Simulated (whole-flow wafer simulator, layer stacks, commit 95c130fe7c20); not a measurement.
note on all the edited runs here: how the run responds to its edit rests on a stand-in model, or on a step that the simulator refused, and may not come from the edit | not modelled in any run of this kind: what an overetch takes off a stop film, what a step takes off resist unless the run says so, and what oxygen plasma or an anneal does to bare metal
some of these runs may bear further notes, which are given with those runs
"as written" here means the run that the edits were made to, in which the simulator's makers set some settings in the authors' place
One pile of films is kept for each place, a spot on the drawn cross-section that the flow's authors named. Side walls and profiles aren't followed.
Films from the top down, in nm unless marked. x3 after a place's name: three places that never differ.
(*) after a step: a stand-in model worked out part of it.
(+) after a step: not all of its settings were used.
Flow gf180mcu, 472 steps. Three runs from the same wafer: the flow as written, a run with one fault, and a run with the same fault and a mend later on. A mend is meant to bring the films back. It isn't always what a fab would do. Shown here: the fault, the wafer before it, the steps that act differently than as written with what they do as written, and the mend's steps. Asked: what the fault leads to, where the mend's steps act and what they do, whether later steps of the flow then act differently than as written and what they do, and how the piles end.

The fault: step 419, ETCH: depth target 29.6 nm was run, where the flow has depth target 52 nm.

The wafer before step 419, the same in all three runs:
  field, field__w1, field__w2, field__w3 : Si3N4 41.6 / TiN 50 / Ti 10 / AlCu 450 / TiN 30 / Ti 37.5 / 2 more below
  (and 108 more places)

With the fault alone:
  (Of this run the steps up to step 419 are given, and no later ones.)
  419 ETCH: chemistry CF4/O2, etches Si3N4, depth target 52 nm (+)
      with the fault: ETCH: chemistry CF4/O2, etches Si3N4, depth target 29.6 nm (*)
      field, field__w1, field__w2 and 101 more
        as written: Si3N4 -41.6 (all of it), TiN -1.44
        with the fault: Si3N4 -29.6
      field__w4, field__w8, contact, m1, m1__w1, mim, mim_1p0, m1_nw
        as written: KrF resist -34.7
        with the fault: KrF resist -19.7
  After step 419 the piles differ from the flow's by more than 2% or 0.5 nm, whichever is larger, at field, field__w1, field__w2 and 102 more.
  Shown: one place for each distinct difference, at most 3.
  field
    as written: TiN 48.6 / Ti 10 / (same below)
    with the fault: Si3N4 12 / TiN 50 / Ti 10 / (same below)
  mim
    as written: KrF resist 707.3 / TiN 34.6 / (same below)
    with the fault: KrF resist 722.2 / TiN 34.6 / (same below)

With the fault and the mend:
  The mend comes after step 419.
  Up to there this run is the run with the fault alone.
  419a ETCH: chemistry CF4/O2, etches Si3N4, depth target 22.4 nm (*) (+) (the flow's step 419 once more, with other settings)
      field, field__w1, field__w2 and 101 more
        Si3N4 -12 (all of it), TiN -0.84
      field__w4, field__w8, contact, m1, m1__w1, mim, mim_1p0, m1_nw
        KrF resist -12
  No later step of the flow acts differently than as written, at any place that is followed, by more than 2% or 0.5 nm, whichever is larger.
  At the end the piles are the same as the flow's at every place that both follow.
